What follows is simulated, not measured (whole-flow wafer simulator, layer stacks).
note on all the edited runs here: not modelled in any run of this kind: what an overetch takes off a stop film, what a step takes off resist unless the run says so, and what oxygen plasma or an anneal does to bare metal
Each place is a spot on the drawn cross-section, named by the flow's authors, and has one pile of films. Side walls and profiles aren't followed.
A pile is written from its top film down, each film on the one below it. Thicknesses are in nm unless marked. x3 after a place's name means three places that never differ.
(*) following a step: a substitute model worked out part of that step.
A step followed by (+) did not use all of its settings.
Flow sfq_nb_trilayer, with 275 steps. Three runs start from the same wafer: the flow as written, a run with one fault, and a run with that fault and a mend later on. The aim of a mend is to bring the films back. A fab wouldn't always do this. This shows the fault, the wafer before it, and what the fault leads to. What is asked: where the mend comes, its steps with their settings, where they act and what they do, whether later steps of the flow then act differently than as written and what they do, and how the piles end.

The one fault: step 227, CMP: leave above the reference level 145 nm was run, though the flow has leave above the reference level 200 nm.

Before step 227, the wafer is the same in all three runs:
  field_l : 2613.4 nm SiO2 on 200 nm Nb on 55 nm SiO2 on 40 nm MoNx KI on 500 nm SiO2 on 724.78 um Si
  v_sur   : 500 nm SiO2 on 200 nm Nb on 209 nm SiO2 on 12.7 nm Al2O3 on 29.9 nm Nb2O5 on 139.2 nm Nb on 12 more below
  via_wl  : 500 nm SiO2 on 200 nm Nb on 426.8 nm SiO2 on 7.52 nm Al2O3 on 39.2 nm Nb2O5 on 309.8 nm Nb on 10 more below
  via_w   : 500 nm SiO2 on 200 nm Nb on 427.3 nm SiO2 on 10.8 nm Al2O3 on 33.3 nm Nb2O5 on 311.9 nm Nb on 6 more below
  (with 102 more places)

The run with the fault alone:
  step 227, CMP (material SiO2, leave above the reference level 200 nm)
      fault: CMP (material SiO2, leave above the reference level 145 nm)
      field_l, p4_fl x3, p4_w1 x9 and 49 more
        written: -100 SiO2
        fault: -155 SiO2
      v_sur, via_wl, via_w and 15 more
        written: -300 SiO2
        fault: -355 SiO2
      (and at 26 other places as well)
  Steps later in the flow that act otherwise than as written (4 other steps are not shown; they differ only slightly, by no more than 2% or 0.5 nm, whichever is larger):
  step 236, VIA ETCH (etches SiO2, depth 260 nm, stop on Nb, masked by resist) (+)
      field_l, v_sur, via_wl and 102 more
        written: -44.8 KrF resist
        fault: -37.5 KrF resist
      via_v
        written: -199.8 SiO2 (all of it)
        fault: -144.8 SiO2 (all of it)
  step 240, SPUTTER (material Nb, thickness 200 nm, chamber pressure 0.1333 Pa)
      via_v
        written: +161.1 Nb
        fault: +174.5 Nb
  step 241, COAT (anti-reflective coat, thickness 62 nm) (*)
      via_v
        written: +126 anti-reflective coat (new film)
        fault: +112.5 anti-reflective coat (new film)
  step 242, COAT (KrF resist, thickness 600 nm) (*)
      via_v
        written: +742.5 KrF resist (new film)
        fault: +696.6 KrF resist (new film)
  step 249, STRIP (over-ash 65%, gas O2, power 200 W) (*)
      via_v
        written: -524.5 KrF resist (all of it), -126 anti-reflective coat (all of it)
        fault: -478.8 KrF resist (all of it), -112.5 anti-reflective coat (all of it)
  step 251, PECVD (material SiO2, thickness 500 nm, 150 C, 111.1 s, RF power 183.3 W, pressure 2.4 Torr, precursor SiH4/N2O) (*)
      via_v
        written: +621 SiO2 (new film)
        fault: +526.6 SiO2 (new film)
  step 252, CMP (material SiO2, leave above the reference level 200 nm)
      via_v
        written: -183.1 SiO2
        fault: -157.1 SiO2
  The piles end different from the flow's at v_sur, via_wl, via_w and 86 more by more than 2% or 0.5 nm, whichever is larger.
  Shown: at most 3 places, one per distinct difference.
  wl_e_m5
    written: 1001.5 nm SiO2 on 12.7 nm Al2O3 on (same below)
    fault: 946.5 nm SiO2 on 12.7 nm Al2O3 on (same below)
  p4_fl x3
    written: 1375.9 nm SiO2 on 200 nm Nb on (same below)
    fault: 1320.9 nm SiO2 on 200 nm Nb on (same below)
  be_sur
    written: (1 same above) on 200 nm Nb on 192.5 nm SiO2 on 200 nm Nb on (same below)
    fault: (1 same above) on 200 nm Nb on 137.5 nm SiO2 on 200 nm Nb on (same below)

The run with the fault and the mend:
  After step 234 comes the mend.
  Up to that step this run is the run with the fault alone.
  step 234a, STRIP (over-ash 65%, gas O2, power 200 W) (*)
      field_l, v_sur, via_wl and 102 more
        -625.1 KrF resist (all of it), -62 anti-reflective coat (all of it)
      via_v
        -62 anti-reflective coat (all of it)
  step 234b, PECVD (material SiO2, thickness 55 nm, 150 C, 12.22 s, RF power 183.3 W, pressure 2.4 Torr, precursor SiH4/N2O) (the flow's step 226 again, with other settings)
      field_l, v_sur, via_wl and 103 more
        +55 SiO2
  step 234c, COAT (anti-reflective coat, thickness 62 nm) (the flow's step 229 again)
      field_l, v_sur, via_wl and 103 more
        +62 anti-reflective coat (new film)
  step 234d, COAT (KrF resist, thickness 650 nm) (the flow's step 230 again)
      field_l, v_sur, via_wl and 103 more
        +650 KrF resist (new film)
  step 234e, SOFTBAKE (KrF resist) (the flow's step 231 again)
      alters no film at any place that is followed
  step 234f, EXPOSE (photomask I6, dose 11.91 mJ/cm2, NA 0.6, wavelength 248 nm) (*) (the flow's step 232 again)
      alters no film at any place that is followed
  step 234g, PEB (KrF resist, 90 s) (the flow's step 233 again)
      field_l, v_sur, via_wl and 103 more
        -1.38 KrF resist
  step 234h, DEVELOP (KrF resist, thickness 650 nm, 60 s) (the flow's step 234 again)
      field_l, v_sur, via_wl and 102 more
        -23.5 KrF resist
      via_v
        -648.6 KrF resist (all of it)
  None of the later steps of the flow acts differently than as written at any place that is followed.
  By the end, the piles equal the flow's at every place that both follow.
